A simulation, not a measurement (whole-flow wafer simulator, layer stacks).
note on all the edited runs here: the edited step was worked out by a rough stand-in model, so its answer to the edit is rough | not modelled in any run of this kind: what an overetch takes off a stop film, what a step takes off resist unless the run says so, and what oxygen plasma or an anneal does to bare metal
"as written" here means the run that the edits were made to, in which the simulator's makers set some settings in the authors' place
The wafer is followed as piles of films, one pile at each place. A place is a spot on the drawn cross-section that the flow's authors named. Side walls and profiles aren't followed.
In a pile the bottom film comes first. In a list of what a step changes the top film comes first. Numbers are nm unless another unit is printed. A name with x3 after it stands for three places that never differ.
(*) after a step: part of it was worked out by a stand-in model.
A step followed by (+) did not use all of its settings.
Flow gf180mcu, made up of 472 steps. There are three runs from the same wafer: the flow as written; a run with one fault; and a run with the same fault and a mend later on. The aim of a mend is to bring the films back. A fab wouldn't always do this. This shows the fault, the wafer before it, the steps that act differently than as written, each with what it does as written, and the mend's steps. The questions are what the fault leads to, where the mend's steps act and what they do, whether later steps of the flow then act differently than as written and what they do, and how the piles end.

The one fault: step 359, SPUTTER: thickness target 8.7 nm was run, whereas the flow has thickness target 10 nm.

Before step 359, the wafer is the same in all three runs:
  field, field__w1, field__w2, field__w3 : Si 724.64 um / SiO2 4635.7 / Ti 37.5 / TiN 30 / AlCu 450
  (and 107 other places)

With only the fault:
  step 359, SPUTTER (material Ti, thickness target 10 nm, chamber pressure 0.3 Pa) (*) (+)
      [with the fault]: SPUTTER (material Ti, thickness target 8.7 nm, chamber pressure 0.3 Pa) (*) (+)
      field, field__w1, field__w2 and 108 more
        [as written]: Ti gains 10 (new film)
        [with the fault]: Ti gains 8.7 (new film)
  Later steps of the flow acting differently than as written (3 other steps are not shown; they differ only slightly, by no more than 2% or 0.5 nm, whichever is larger):
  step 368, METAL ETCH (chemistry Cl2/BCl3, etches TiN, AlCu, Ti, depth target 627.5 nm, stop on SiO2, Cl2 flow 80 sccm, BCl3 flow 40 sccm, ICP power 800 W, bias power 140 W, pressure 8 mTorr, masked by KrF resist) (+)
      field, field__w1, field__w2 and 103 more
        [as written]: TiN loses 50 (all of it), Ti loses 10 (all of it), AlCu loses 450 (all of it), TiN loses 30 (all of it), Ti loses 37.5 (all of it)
        [with the fault]: TiN loses 50 (all of it), Ti loses 8.7 (all of it), AlCu loses 450 (all of it), TiN loses 30 (all of it), Ti loses 37.5 (all of it)
  The piles end different from the flow's at field__w8, contact, m1, m1__w1, m1_nw by more than 2% or 0.5 nm, whichever is larger.
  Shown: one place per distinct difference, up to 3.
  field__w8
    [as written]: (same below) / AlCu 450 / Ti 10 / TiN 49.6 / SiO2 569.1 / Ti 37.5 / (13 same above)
    [with the fault]: (same below) / AlCu 450 / Ti 8.7 / TiN 49.6 / SiO2 570.4 / Ti 37.5 / (13 same above)
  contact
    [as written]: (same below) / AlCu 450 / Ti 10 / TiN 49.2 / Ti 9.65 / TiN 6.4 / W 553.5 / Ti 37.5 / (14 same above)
    [with the fault]: (same below) / AlCu 450 / Ti 8.7 / TiN 49.2 / Ti 9.65 / TiN 6.4 / W 554.8 / Ti 37.5 / (14 same above)

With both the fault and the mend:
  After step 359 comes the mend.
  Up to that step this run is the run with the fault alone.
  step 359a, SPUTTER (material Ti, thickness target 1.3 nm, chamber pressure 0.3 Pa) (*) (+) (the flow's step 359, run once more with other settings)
      field, field__w1, field__w2 and 108 more
        Ti gains 1.3
  None of the later steps of the flow acts differently than as written at any place that is followed.
  By the end, the piles equal the flow's at every place that both follow.
